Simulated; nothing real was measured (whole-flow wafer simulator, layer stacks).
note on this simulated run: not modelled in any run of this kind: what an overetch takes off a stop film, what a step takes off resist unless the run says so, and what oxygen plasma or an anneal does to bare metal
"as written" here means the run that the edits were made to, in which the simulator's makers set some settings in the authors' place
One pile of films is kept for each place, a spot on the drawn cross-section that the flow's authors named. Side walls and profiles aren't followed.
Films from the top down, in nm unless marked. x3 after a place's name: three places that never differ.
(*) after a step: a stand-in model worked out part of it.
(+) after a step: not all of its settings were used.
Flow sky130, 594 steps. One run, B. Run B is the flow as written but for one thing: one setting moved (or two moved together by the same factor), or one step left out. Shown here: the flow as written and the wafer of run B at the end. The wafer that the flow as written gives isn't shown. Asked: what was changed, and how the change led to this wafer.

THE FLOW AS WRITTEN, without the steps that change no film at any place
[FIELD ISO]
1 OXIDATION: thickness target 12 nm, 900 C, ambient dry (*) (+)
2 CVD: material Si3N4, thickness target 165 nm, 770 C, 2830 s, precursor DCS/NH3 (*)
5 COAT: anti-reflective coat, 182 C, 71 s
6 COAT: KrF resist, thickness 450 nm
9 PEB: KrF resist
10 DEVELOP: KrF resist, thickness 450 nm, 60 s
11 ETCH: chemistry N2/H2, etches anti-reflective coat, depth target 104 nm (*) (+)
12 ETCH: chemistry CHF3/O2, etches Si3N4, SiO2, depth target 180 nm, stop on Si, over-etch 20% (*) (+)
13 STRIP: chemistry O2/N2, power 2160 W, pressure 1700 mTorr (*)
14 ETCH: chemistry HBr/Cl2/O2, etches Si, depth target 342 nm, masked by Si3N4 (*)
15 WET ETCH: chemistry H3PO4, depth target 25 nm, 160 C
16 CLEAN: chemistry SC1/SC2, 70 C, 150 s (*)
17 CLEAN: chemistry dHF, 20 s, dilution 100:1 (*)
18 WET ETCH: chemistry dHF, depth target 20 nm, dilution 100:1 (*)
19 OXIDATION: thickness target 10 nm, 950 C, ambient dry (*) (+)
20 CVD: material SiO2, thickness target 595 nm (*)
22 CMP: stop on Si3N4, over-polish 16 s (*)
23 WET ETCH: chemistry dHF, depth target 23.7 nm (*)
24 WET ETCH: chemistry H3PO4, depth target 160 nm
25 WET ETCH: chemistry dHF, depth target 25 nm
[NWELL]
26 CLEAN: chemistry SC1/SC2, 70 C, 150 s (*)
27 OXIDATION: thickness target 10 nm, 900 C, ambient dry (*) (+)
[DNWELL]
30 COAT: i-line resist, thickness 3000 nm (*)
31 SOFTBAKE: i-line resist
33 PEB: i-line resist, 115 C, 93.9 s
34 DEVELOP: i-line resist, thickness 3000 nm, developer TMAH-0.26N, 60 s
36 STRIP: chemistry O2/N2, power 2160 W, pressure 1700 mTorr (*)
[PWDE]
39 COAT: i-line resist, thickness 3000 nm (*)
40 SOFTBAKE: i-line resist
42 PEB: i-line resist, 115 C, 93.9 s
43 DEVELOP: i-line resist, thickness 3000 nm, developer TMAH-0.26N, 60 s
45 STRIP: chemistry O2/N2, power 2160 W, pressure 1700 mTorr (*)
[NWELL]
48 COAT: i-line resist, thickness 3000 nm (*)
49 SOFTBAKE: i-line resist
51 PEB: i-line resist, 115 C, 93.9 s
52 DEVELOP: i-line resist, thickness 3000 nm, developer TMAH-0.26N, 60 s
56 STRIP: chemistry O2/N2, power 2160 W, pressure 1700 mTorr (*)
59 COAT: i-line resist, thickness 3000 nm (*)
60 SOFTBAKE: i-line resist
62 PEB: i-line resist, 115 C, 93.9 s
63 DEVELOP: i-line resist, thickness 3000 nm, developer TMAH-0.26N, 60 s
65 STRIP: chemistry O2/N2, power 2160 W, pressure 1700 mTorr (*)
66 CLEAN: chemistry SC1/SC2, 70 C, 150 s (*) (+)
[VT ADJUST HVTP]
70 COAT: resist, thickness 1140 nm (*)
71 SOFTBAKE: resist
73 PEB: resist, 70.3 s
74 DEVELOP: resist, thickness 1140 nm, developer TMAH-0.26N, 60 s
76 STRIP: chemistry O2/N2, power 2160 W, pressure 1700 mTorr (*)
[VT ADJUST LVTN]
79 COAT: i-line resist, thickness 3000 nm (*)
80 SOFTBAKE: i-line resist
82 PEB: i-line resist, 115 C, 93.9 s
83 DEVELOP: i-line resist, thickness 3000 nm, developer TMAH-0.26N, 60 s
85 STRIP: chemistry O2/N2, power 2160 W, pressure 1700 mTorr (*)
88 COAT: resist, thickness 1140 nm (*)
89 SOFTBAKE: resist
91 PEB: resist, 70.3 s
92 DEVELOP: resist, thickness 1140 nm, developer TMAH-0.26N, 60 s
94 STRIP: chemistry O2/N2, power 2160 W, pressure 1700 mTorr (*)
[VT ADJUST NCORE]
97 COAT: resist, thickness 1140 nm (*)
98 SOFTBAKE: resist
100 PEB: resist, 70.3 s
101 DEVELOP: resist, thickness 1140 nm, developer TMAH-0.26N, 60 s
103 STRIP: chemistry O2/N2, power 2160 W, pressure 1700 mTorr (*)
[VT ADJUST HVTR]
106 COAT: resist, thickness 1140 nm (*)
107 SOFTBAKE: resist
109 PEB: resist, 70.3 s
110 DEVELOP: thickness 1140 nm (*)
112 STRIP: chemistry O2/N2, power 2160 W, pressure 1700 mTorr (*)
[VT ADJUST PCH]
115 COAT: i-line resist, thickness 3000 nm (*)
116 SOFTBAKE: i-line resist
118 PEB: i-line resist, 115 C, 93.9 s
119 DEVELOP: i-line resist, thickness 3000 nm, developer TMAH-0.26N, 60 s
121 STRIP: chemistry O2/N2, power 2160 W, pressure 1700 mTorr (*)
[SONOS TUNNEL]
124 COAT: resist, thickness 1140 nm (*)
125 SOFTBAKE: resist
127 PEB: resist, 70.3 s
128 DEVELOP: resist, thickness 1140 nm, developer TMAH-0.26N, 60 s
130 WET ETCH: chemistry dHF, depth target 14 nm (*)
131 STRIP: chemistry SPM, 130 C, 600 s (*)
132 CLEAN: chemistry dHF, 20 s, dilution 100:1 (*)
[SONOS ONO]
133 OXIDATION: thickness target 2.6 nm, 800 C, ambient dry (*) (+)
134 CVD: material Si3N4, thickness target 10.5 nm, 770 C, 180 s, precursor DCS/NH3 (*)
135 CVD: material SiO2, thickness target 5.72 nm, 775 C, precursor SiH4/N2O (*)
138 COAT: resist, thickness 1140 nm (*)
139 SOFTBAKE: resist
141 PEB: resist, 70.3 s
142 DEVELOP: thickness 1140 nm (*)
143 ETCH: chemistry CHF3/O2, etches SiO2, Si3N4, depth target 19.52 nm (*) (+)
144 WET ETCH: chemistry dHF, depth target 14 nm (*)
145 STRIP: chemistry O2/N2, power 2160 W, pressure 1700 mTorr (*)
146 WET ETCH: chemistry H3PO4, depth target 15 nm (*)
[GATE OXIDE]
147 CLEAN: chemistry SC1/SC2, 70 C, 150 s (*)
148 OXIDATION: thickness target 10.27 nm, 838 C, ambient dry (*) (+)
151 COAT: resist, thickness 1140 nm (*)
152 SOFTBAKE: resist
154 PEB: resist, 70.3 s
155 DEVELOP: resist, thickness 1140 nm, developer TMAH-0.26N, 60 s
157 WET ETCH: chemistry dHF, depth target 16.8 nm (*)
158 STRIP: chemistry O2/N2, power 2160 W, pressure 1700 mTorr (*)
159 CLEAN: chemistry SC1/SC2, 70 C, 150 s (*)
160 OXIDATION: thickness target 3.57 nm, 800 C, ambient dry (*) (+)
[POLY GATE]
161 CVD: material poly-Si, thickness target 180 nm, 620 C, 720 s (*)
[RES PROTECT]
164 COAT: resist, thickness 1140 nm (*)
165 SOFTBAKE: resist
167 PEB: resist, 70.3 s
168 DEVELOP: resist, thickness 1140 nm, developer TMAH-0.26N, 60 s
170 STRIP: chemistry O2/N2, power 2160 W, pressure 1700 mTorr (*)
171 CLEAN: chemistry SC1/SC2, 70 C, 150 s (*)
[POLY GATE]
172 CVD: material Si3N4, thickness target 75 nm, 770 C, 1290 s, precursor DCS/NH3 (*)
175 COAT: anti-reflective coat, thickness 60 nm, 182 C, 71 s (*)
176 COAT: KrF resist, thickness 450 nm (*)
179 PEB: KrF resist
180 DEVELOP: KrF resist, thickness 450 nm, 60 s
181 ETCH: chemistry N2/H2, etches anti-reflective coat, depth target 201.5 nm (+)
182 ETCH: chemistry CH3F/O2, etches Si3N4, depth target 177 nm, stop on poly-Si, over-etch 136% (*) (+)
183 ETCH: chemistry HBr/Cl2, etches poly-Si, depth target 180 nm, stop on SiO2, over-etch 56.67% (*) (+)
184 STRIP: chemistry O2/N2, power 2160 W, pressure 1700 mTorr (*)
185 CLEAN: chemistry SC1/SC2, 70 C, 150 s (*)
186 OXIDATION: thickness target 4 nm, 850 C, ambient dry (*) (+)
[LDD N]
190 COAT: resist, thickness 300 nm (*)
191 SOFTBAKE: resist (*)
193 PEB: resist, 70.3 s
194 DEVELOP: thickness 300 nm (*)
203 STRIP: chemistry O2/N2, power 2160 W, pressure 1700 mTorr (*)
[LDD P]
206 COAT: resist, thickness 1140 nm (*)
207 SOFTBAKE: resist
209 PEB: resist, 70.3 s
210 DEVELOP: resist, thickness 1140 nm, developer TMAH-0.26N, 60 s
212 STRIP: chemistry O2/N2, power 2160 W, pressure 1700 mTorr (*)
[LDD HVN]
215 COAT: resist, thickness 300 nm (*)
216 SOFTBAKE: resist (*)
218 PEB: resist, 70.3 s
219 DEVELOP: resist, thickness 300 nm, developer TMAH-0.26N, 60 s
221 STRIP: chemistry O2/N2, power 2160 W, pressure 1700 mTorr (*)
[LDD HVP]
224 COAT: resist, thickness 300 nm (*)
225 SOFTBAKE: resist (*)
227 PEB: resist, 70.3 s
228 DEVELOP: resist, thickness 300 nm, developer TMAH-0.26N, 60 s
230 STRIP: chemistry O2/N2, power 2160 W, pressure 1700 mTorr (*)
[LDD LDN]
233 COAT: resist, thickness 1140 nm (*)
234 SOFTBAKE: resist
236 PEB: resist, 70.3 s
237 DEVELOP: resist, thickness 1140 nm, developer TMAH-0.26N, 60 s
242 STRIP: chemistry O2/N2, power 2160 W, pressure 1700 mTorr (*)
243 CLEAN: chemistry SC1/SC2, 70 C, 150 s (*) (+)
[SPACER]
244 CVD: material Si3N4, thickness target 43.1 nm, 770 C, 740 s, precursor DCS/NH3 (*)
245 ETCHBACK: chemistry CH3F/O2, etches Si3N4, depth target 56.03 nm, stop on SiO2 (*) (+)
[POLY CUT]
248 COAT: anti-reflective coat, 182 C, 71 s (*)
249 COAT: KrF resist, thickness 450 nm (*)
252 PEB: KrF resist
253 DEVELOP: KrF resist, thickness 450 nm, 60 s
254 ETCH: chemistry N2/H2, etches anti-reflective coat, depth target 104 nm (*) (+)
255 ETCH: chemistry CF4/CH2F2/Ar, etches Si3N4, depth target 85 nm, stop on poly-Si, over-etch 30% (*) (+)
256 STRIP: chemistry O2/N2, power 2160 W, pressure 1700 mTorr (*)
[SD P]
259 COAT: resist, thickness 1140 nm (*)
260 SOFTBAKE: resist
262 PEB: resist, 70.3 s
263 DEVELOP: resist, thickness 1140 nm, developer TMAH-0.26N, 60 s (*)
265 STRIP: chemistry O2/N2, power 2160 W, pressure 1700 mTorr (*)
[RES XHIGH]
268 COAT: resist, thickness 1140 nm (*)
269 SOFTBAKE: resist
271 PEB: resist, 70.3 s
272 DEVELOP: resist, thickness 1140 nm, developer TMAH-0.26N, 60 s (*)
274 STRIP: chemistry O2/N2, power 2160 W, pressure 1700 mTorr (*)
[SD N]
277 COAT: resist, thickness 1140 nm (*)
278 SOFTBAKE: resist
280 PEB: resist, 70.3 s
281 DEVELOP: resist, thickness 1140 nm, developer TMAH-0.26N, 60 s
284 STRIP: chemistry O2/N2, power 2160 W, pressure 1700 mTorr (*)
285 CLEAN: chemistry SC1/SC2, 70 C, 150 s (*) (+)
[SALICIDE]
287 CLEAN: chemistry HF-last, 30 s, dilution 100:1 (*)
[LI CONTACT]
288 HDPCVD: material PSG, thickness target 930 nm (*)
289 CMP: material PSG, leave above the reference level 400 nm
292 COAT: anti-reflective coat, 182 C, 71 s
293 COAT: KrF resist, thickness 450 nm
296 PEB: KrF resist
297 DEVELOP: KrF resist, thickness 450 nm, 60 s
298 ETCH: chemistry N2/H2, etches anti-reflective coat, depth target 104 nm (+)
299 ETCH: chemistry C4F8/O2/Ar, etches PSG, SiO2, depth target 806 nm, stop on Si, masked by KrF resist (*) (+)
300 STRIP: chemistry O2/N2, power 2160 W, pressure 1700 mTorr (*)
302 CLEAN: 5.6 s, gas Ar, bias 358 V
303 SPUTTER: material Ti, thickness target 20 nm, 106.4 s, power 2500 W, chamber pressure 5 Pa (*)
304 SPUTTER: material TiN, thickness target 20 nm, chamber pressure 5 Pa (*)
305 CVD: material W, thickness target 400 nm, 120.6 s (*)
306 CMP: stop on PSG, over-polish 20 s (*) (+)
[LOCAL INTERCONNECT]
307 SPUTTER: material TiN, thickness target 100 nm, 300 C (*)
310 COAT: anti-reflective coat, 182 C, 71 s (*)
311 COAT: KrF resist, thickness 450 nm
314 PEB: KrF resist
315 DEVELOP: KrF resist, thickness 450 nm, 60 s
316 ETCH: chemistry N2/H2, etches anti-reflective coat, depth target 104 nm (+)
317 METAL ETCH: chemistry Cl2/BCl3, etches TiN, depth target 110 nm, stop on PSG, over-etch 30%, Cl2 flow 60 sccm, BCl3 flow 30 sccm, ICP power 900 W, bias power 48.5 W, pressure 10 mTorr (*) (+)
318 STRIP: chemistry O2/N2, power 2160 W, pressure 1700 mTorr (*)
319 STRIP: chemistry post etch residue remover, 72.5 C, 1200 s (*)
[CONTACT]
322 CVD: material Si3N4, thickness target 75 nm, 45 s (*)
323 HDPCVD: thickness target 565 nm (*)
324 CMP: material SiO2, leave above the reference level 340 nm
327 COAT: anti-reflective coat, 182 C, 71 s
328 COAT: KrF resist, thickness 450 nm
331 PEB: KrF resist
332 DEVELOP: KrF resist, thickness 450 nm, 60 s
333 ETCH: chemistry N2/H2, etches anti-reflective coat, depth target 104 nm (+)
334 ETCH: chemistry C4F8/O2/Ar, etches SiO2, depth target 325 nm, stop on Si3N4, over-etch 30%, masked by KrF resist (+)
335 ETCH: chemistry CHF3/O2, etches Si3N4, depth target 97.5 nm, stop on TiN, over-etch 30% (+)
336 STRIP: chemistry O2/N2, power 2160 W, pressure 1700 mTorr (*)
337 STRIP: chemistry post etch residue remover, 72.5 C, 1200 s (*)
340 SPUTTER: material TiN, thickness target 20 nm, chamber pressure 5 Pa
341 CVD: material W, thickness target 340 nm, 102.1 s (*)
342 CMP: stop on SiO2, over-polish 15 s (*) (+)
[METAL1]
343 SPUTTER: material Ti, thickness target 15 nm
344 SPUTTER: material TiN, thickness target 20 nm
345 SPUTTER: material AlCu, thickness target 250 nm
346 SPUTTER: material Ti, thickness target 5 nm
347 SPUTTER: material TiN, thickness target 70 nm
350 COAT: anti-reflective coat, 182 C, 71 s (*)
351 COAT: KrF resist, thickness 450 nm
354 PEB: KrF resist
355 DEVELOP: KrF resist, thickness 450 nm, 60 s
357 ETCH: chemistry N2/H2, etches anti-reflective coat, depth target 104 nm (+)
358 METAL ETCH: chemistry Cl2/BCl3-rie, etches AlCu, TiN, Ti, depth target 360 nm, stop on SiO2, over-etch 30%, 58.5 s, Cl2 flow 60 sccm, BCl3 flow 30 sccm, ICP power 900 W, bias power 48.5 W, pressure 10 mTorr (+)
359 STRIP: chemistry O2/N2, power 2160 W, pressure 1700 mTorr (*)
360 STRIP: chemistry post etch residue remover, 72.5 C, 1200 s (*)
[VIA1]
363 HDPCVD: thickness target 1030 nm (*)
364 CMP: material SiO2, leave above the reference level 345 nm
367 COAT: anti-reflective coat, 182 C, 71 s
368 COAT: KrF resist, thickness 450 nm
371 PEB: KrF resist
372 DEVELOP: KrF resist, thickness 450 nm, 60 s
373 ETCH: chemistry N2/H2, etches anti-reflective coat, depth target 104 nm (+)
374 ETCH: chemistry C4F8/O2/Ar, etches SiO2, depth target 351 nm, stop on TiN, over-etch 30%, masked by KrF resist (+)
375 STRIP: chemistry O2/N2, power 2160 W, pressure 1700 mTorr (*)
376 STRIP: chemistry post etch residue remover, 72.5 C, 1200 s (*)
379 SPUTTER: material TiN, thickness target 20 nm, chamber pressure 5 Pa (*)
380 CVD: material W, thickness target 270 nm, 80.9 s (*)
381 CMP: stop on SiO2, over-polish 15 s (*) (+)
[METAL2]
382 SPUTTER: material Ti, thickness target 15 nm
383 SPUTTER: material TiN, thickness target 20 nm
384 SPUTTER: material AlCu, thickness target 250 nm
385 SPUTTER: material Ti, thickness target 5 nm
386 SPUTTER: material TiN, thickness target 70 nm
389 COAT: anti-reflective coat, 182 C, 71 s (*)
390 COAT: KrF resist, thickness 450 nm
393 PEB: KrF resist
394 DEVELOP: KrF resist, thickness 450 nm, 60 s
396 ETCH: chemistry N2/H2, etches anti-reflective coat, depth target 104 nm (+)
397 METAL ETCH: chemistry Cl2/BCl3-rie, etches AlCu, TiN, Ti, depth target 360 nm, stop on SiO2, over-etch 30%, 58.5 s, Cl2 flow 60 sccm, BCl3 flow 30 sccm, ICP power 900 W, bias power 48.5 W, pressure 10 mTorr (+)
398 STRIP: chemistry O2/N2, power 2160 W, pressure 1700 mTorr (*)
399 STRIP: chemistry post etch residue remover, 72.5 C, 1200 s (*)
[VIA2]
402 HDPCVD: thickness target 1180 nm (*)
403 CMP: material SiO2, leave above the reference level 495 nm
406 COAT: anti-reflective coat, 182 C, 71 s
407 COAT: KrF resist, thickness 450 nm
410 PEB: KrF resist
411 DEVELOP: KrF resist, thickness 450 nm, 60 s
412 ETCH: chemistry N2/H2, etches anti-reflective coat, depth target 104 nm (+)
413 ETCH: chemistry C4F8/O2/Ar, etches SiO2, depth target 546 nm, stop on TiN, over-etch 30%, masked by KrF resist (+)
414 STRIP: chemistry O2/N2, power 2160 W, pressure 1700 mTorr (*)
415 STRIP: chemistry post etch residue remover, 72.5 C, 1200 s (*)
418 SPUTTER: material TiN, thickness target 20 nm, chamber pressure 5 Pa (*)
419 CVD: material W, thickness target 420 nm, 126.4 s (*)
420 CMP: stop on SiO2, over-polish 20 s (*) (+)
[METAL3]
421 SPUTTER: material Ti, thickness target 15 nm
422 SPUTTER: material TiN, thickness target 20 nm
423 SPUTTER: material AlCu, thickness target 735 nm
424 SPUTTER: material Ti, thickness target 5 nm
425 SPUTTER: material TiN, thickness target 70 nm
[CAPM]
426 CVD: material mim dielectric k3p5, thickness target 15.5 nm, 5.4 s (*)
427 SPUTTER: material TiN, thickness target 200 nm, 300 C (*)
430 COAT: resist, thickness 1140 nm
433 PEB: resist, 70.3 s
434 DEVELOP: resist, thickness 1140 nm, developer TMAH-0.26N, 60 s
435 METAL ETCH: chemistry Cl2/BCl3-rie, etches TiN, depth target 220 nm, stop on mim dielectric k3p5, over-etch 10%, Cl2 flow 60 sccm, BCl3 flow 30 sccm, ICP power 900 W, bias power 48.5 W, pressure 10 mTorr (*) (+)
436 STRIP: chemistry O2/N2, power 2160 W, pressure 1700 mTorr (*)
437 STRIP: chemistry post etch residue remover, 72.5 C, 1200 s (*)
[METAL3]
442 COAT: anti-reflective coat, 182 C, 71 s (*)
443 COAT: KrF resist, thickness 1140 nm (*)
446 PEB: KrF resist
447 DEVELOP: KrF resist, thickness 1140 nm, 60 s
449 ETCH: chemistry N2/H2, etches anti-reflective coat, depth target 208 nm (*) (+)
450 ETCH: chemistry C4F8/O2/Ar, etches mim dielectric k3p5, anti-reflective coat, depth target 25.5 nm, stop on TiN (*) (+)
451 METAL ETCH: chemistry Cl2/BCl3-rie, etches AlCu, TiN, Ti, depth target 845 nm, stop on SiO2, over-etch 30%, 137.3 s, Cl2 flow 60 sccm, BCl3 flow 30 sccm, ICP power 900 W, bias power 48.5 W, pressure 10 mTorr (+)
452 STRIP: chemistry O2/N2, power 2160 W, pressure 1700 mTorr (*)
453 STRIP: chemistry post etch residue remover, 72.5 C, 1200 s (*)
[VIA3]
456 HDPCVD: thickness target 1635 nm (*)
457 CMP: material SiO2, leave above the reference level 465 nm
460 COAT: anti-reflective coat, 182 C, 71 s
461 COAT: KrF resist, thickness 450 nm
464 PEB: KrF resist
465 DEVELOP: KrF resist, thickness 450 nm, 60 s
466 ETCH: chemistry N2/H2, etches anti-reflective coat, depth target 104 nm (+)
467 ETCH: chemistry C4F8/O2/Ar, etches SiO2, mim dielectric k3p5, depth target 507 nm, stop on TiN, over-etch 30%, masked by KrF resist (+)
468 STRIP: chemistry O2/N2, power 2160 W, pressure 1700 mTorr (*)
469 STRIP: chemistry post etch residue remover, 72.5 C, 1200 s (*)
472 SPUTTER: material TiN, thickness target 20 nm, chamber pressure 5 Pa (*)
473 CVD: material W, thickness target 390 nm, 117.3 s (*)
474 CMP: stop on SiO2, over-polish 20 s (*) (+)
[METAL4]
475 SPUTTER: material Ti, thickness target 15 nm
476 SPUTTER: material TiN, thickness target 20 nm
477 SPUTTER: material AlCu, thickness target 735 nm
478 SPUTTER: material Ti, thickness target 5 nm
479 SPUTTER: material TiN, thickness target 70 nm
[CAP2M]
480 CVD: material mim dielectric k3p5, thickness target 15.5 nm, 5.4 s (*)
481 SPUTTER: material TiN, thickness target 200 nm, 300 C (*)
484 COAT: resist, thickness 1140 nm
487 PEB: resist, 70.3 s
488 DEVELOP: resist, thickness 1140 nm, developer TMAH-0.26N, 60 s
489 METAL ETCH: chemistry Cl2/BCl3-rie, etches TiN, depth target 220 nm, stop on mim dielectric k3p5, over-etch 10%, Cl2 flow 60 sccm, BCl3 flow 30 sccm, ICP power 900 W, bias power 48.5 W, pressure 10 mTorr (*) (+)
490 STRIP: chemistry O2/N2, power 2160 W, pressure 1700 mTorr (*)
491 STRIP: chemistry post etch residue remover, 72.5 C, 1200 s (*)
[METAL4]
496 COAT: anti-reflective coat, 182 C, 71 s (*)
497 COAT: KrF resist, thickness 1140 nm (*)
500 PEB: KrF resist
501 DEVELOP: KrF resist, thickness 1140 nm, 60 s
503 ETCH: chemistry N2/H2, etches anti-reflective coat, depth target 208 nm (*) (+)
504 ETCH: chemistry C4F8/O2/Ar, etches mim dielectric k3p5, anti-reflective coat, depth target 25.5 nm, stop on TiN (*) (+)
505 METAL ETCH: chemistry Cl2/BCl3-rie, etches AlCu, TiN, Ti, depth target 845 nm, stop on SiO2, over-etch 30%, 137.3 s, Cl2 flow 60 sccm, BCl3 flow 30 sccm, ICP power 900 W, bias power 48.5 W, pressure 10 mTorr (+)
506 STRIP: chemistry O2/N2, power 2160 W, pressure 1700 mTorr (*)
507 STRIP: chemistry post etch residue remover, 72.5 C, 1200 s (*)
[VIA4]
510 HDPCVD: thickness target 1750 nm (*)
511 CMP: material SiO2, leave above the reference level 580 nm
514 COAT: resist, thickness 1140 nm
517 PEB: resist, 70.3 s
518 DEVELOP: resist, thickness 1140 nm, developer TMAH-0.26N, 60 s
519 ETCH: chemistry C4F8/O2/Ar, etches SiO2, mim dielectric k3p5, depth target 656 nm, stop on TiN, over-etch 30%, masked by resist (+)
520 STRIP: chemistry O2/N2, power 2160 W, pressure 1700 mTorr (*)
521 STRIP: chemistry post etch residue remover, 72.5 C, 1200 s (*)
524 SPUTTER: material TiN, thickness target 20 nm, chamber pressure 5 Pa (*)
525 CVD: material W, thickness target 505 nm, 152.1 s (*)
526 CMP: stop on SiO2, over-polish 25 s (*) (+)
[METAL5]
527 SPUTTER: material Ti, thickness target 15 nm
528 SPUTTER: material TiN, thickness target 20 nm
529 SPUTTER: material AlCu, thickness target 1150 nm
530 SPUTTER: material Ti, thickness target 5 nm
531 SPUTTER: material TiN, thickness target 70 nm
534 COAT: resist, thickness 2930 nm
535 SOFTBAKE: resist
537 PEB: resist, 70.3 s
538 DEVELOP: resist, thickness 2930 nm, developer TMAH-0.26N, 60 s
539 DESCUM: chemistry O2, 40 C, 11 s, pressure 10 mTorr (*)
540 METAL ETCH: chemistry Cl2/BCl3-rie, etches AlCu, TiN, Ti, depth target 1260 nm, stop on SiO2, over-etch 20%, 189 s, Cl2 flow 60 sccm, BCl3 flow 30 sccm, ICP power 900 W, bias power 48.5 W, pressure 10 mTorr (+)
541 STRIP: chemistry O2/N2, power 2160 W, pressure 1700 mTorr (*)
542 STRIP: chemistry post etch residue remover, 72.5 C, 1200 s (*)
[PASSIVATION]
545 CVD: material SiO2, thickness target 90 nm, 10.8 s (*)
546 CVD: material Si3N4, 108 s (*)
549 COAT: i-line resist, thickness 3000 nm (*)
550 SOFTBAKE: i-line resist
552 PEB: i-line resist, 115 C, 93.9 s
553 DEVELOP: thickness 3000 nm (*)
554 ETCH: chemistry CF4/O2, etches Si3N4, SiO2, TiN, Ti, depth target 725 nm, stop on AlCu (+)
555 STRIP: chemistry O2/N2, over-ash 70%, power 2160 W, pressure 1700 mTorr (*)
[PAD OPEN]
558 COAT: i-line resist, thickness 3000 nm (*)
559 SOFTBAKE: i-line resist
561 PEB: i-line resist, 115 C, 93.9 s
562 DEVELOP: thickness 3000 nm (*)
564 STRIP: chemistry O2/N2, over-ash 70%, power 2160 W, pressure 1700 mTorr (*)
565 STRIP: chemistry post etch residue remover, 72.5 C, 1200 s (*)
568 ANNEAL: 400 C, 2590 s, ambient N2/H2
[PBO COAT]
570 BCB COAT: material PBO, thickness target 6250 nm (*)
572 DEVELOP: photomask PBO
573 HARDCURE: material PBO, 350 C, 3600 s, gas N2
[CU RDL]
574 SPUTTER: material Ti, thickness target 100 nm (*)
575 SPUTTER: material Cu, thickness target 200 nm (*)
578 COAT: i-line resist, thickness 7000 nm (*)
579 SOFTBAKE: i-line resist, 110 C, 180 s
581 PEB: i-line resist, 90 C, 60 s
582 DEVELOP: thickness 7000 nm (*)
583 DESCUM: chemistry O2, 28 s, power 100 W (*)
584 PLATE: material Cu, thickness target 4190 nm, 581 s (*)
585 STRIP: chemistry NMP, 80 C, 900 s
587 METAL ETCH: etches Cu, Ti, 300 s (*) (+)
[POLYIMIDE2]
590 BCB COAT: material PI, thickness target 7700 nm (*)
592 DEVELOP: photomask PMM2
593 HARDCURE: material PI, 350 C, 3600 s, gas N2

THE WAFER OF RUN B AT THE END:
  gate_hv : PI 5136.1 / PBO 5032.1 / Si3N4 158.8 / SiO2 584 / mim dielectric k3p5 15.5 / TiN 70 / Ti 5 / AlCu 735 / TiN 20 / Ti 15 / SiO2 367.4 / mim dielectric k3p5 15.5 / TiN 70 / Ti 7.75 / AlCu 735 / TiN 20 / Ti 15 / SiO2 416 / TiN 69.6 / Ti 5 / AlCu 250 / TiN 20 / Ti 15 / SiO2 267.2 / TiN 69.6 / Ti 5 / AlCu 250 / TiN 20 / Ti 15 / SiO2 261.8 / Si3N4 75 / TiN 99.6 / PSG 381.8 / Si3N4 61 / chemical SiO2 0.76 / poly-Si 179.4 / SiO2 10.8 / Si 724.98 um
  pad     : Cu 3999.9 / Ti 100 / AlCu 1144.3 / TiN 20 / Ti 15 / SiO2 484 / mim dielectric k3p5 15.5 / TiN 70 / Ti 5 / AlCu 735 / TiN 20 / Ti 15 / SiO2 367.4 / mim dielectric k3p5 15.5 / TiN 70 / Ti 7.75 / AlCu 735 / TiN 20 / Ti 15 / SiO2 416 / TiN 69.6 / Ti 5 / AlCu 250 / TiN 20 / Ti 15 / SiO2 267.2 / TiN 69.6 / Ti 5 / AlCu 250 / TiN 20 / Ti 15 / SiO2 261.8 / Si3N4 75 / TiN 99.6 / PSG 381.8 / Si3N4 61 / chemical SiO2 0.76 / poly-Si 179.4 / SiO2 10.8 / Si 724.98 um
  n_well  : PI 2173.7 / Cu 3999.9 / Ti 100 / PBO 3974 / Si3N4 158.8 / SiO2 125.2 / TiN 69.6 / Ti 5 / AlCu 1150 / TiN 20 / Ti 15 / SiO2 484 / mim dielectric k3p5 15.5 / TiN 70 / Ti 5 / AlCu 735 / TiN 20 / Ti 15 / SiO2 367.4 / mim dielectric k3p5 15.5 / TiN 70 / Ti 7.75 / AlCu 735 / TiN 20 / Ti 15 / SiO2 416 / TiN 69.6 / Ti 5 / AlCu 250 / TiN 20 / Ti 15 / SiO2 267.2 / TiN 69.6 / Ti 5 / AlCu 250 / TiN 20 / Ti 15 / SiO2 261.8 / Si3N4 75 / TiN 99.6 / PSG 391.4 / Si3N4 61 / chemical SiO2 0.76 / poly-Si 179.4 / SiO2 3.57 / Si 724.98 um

The cause: step 424, SPUTTER: thickness target 7.75 nm was run, where the flow has thickness target 5 nm.
It can be read off the wafer: gate_hv has Ti 7.75, and step 424 as written asks for 5 nm.

How the change led to this, step by step:
  424 SPUTTER: material Ti, thickness target 5 nm
      field, active, n_well and 188 more: Ti +7.75 (new film) (as written it would be: Ti +5 (new film))
  451 METAL ETCH: chemistry Cl2/BCl3-rie, etches AlCu, TiN, Ti, depth target 845 nm, stop on SiO2, over-etch 30%, 137.3 s, Cl2 flow 60 sccm, BCl3 flow 30 sccm, ICP power 900 W, bias power 48.5 W, pressure 10 mTorr (+)
      field, gate, spacer and 68 more: TiN -70 (all of it), Ti -7.75 (all of it), AlCu -735 (all of it), TiN -20 (all of it), Ti -15 (all of it), SiO2 -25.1 (as written it would be: TiN -70 (all of it), Ti -5 (all of it), AlCu -735 (all of it), TiN -20 (all of it), Ti -15 (all of it), SiO2 -25.4)
      active, vpp_ln, vpp_iso2 and 11 more: TiN -70 (all of it), Ti -7.75 (all of it), AlCu -735 (all of it), TiN -20 (all of it), Ti -15 (all of it), SiO2 -25.1 (as written it would be: TiN -70 (all of it), Ti -5 (all of it), AlCu -735 (all of it), TiN -20 (all of it), Ti -15 (all of it), SiO2 -25.3)
